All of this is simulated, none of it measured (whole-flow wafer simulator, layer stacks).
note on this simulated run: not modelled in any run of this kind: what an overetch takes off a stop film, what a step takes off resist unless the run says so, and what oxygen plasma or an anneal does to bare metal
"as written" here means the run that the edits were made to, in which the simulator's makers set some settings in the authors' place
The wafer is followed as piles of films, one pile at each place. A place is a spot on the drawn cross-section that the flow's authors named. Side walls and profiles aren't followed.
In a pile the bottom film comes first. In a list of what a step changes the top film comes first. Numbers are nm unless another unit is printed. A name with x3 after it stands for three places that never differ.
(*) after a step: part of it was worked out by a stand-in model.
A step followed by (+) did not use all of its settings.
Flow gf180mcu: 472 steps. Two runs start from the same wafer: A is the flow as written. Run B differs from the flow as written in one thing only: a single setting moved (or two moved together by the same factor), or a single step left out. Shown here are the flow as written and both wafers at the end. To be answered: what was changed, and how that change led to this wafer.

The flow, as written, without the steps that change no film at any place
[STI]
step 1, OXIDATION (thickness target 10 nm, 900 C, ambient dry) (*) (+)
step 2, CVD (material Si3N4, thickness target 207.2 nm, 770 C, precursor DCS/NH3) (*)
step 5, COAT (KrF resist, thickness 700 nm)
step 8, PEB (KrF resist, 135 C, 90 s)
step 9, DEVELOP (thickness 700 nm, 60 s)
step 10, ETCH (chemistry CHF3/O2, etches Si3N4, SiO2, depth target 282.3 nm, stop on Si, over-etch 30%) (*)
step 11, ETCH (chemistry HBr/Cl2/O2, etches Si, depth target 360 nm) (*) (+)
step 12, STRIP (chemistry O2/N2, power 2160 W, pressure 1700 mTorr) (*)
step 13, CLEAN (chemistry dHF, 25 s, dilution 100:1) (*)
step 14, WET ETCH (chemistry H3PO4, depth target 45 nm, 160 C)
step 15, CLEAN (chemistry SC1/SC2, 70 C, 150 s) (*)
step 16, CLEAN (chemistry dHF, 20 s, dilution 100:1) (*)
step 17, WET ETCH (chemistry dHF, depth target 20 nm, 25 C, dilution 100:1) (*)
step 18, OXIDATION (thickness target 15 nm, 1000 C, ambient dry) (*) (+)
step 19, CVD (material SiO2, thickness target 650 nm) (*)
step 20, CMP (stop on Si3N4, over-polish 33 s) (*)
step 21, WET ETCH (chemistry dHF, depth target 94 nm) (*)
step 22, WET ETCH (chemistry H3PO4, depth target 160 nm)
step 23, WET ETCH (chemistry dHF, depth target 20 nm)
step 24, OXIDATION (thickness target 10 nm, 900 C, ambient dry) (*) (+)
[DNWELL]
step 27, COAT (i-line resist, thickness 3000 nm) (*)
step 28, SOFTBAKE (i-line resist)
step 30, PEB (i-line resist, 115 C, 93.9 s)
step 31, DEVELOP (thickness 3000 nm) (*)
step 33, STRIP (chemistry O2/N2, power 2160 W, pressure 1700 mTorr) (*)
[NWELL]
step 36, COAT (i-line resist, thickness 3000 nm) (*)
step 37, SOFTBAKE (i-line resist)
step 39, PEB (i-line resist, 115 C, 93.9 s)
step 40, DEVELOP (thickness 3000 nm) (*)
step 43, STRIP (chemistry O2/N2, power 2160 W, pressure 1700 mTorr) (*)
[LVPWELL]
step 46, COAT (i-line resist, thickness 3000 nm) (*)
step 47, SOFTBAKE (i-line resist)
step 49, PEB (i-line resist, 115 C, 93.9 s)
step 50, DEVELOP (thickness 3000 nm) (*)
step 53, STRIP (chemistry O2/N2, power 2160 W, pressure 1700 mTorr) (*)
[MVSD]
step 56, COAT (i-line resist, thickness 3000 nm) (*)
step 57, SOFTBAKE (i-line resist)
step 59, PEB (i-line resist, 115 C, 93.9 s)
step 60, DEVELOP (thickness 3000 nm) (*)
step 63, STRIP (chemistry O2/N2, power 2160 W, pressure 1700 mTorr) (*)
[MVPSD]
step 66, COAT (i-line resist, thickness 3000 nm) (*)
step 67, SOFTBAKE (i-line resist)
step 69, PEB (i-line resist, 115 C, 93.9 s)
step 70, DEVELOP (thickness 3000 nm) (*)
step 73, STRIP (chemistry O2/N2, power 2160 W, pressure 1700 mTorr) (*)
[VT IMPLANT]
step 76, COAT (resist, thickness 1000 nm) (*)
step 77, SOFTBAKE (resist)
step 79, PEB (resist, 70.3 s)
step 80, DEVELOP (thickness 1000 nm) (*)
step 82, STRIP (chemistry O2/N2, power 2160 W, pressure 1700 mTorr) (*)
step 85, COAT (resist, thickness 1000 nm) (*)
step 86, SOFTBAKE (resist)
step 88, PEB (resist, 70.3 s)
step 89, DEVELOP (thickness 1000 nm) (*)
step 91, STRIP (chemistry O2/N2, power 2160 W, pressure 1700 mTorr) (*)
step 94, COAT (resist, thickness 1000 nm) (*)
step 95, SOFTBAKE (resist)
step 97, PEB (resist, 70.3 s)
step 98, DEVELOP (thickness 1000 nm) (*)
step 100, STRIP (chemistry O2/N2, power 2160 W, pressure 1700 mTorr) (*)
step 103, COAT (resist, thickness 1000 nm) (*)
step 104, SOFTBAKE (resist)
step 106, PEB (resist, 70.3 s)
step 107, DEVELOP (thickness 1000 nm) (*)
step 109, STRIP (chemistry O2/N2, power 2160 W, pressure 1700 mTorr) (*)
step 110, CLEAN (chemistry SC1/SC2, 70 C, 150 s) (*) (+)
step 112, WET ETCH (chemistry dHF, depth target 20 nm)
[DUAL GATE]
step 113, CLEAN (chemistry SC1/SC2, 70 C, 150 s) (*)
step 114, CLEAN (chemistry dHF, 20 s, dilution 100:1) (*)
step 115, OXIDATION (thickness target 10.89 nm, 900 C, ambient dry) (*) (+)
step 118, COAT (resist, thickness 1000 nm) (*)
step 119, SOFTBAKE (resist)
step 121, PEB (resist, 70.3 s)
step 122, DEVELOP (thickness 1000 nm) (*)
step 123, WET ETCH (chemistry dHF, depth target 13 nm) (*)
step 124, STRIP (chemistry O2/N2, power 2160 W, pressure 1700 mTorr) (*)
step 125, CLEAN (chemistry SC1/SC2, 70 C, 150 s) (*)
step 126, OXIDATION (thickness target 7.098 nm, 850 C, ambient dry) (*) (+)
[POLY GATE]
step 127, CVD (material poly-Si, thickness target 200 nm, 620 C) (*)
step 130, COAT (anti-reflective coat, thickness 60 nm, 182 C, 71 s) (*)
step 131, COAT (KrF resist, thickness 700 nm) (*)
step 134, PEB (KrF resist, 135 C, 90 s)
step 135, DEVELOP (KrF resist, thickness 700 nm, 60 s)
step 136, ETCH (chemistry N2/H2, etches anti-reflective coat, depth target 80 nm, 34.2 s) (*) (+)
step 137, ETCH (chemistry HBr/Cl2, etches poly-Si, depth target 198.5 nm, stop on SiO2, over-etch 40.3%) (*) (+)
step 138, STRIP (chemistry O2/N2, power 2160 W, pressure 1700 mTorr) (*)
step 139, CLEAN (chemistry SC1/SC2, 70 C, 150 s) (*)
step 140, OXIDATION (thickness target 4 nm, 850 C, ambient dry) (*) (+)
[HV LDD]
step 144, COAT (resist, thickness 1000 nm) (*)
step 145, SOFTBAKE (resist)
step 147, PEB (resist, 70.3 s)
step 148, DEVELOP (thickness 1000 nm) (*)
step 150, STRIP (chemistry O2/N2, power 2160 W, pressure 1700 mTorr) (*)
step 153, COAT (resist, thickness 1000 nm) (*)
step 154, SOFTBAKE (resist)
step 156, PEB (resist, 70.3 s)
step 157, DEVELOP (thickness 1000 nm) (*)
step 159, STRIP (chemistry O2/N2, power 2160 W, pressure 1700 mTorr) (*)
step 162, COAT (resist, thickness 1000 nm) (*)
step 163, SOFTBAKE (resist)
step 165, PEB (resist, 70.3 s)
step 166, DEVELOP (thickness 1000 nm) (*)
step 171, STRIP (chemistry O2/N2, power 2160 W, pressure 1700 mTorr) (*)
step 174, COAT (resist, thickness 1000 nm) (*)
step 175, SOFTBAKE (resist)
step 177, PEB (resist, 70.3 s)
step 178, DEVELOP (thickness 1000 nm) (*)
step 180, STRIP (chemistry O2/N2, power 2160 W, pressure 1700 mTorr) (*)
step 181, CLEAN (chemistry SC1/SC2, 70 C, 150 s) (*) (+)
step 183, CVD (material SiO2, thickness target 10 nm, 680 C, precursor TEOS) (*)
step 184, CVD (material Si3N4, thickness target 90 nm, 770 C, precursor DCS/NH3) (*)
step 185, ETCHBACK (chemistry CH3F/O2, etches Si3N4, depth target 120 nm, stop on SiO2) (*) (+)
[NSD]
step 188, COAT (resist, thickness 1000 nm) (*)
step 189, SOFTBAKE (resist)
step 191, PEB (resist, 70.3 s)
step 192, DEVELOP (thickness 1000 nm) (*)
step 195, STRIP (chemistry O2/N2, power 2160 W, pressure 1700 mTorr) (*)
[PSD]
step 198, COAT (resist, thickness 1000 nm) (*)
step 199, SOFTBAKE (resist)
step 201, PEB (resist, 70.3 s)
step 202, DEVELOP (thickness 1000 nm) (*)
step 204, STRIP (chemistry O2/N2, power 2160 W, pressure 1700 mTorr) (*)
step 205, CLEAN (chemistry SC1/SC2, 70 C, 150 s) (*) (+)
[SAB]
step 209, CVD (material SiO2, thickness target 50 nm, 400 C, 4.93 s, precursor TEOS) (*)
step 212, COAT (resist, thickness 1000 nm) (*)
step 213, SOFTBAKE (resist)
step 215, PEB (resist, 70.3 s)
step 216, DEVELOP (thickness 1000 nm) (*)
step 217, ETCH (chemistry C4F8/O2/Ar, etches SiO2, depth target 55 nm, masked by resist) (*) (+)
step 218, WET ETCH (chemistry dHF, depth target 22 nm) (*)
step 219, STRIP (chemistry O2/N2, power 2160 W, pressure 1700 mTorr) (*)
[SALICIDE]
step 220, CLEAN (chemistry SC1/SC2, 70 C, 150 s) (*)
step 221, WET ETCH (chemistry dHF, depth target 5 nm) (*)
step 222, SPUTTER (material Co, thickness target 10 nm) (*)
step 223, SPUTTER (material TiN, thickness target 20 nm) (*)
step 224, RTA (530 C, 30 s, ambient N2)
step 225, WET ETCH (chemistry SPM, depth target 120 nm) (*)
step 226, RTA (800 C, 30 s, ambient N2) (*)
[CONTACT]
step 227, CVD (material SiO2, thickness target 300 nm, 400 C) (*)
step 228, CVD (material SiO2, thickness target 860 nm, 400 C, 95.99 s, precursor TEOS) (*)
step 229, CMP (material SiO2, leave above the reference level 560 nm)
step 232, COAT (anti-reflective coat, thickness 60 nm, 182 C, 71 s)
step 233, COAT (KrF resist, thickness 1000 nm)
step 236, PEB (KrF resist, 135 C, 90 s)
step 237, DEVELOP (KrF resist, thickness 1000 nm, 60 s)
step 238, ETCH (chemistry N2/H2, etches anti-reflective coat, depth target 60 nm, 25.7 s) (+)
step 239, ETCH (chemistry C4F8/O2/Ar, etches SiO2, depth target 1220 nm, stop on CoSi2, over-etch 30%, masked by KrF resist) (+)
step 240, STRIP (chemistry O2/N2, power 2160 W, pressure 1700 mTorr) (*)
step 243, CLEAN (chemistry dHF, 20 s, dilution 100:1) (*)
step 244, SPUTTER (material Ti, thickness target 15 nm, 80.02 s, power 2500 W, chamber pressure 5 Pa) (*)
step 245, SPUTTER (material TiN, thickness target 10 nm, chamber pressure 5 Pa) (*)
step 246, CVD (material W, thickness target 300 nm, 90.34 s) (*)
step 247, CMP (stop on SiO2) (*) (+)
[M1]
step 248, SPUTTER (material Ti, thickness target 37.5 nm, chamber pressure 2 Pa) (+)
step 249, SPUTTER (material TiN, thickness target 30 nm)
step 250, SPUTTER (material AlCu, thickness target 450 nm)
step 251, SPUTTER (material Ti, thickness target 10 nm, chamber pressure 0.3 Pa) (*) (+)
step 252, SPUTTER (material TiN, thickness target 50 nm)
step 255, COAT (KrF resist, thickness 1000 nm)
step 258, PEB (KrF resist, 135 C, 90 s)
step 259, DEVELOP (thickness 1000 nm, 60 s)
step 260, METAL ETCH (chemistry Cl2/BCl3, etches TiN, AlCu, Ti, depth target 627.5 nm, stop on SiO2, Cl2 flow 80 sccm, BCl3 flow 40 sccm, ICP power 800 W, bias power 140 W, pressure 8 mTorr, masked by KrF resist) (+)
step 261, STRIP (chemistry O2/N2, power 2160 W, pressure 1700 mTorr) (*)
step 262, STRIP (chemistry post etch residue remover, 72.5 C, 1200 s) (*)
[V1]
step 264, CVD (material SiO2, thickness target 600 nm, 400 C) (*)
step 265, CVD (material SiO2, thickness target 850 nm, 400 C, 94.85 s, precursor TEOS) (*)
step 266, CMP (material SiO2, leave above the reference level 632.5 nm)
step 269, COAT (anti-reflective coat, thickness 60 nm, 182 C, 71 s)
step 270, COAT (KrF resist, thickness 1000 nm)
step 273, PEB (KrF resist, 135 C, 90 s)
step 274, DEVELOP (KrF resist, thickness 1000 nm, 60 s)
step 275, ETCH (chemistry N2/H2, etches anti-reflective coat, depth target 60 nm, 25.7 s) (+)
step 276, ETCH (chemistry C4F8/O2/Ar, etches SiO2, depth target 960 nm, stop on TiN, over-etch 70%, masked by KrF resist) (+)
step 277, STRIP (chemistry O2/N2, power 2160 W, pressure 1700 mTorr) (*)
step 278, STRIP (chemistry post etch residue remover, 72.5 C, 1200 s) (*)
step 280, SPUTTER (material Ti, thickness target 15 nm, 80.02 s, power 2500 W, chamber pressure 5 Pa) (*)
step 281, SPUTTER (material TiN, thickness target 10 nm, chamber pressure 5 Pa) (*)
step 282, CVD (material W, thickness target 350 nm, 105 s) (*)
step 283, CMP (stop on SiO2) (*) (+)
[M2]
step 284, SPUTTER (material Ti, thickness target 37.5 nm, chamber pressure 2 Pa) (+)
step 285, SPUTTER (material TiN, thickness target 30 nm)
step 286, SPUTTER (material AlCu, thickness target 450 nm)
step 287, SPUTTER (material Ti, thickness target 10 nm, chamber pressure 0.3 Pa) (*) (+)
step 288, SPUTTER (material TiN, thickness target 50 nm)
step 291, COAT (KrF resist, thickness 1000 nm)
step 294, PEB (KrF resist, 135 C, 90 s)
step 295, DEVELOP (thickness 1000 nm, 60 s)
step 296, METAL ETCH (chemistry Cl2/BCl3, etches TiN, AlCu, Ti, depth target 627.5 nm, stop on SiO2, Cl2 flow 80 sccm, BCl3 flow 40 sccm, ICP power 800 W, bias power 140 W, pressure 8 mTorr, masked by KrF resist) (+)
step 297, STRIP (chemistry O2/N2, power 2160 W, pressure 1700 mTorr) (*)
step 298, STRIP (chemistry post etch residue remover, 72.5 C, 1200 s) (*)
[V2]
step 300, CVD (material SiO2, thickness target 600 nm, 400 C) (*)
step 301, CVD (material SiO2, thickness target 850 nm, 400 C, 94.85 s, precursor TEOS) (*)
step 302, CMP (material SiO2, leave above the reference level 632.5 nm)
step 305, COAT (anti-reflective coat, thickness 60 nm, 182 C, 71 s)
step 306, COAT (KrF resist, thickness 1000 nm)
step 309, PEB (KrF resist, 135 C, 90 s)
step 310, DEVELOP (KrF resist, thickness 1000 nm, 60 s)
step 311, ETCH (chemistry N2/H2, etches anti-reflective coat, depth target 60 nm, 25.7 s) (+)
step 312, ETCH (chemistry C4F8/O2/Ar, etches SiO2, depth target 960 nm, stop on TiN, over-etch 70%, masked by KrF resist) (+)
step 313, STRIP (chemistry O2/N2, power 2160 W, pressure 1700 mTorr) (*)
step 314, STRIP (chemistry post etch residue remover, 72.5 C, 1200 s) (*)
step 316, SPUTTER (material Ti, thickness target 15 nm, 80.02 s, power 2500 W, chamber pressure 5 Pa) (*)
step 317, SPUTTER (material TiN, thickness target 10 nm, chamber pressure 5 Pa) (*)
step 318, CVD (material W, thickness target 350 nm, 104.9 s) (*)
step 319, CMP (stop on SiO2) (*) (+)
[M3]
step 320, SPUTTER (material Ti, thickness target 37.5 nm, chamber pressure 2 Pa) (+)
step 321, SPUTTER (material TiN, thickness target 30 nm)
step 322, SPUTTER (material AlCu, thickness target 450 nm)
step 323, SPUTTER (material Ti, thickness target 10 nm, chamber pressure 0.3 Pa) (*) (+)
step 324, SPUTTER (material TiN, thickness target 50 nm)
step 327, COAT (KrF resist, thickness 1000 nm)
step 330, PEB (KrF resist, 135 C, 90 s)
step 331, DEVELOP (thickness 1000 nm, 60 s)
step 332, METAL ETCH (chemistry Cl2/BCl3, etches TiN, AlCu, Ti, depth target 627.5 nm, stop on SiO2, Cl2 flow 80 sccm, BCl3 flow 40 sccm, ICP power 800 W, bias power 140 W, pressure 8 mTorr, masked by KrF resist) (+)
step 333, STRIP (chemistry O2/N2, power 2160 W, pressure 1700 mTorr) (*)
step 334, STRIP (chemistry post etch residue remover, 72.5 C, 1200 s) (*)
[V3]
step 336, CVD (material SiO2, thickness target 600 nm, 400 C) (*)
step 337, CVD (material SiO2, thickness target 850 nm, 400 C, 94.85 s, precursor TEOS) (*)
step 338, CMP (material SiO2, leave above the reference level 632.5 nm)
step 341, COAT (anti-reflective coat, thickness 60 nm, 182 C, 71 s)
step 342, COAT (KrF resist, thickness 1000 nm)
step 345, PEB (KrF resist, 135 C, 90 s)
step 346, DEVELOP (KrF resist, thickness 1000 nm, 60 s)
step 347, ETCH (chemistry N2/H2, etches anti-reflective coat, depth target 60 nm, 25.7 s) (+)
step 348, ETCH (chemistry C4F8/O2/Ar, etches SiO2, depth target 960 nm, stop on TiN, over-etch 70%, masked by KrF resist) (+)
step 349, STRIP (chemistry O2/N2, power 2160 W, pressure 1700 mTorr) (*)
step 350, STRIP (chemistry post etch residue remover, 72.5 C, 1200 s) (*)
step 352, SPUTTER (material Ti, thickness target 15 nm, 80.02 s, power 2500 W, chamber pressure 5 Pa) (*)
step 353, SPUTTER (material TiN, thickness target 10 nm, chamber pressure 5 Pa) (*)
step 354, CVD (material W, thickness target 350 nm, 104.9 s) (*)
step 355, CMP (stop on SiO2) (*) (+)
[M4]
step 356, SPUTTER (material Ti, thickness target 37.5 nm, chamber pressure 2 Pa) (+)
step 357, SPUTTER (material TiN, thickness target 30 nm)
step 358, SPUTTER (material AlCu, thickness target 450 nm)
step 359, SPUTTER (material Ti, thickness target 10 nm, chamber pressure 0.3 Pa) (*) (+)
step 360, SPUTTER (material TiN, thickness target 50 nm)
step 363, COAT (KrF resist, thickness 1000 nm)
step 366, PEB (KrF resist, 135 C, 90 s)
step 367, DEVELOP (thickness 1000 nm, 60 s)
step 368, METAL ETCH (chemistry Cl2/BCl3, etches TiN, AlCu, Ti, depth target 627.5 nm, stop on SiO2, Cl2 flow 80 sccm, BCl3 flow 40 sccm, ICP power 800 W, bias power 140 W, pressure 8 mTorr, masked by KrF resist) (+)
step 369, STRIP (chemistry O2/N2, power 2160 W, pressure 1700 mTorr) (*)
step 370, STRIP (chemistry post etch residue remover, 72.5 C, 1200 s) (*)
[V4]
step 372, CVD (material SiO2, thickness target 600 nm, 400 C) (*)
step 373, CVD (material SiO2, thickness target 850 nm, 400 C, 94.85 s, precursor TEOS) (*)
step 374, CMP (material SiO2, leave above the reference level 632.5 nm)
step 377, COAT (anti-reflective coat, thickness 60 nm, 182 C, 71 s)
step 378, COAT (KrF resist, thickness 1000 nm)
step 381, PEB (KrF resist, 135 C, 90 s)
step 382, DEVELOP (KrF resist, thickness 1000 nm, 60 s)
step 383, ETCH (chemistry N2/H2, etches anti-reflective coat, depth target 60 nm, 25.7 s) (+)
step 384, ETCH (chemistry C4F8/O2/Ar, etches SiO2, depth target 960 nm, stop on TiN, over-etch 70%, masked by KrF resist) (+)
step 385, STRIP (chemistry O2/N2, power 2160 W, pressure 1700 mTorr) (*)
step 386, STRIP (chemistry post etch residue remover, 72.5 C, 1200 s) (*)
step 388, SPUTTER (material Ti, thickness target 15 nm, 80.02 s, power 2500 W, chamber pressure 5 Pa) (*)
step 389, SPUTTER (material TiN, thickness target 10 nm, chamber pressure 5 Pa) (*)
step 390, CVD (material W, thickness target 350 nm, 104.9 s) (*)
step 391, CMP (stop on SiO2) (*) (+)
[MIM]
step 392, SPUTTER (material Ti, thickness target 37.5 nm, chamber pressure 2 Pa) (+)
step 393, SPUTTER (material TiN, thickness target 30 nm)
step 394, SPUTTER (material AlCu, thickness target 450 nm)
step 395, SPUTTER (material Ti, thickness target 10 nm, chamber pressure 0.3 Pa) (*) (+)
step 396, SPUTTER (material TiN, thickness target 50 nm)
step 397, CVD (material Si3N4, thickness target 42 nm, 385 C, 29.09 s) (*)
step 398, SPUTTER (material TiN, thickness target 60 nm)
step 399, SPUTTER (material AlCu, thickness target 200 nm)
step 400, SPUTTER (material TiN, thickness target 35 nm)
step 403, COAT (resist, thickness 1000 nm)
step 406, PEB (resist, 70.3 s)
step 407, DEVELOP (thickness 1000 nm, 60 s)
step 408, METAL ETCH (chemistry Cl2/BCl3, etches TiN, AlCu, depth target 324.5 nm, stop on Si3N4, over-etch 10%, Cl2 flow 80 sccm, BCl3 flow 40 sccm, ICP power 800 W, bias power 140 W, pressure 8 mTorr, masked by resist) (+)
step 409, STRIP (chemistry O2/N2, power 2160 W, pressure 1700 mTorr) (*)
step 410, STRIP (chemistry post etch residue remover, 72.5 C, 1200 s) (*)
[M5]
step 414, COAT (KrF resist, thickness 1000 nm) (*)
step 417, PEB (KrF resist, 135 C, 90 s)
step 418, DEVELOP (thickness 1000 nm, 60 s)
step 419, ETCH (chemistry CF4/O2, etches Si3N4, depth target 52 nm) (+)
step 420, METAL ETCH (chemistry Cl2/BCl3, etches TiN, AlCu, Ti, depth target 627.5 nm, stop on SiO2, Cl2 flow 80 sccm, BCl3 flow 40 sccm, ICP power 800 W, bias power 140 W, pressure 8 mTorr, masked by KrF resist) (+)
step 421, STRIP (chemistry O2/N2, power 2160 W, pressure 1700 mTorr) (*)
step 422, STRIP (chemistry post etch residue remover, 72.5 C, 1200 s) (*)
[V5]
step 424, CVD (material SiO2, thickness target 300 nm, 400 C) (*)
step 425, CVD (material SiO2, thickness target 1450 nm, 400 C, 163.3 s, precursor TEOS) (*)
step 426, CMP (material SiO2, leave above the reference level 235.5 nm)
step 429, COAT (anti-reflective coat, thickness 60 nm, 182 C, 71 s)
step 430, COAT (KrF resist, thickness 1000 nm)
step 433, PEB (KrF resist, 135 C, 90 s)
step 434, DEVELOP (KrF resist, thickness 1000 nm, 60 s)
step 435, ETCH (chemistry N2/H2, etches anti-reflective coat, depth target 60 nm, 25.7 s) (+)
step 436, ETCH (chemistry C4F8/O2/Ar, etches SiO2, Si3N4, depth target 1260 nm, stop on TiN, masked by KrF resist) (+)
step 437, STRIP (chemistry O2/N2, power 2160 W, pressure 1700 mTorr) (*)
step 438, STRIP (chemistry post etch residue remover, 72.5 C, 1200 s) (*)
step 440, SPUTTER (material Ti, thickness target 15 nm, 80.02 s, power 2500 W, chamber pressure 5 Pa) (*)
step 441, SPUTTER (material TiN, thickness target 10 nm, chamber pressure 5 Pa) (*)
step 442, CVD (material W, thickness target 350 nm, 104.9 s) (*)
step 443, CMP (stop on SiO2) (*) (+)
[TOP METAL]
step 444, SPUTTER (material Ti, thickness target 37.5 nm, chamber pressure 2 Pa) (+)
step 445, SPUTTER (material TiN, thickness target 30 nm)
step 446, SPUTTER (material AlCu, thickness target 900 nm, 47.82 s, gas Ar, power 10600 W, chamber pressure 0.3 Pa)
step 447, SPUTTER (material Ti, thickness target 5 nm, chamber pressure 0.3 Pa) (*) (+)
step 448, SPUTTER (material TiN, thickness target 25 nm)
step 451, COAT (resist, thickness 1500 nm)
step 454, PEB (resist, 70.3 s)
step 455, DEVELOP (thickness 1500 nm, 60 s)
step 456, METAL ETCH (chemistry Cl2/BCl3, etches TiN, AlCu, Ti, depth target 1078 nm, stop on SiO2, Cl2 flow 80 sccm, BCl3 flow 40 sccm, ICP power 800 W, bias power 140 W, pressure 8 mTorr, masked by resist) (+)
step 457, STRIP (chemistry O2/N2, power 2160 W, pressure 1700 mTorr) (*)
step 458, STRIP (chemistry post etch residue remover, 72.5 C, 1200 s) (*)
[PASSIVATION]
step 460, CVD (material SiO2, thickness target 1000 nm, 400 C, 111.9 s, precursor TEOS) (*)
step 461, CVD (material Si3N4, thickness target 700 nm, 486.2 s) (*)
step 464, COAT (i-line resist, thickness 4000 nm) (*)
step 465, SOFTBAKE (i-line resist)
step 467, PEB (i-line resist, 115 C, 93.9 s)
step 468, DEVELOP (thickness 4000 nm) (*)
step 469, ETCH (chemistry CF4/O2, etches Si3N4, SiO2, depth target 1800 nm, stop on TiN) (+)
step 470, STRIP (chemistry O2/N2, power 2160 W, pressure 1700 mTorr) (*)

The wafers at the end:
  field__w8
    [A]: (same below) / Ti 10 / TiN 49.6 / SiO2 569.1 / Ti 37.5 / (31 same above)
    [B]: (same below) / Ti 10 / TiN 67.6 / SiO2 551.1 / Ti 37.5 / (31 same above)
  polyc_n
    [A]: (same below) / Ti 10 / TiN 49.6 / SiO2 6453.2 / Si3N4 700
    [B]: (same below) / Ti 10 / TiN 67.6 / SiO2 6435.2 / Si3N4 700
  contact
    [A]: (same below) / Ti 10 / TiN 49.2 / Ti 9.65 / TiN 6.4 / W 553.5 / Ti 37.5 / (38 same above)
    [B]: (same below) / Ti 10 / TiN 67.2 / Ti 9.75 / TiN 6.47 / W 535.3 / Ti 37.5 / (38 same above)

Cause: step 252, SPUTTER: thickness target 68 nm was run, while the flow as written has thickness target 50 nm.

Step by step, how the change led to this:
  step 252, SPUTTER (material TiN, thickness target 50 nm)
      field, field__w1, field__w2 and 108 more: A TiN gains 50 (new film) | B TiN gains 68 (new film)
  step 260, METAL ETCH (chemistry Cl2/BCl3, etches TiN, AlCu, Ti, depth target 627.5 nm, stop on SiO2, Cl2 flow 80 sccm, BCl3 flow 40 sccm, ICP power 800 W, bias power 140 W, pressure 8 mTorr, masked by KrF resist) (+)
      field, field__w1, field__w2 and 99 more: A TiN loses 50 (all of it), Ti loses 10 (all of it), AlCu loses 450 (all of it), TiN loses 30 (all of it), Ti loses 37.5 (all of it) | B TiN loses 68 (all of it), Ti loses 10 (all of it), AlCu loses 450 (all of it), TiN loses 30 (all of it), Ti loses 37.5 (all of it)
  step 266, CMP (material SiO2, leave above the reference level 632.5 nm)
      field__w8, contact, m1 and 6 more: A SiO2 loses 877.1 | B SiO2 loses 895.1
  step 276, ETCH (chemistry C4F8/O2/Ar, etches SiO2, depth target 960 nm, stop on TiN, over-etch 70%, masked by KrF resist) (+)
      contact: A SiO2 loses 572.5 (all of it) | B SiO2 loses 554.5 (all of it)
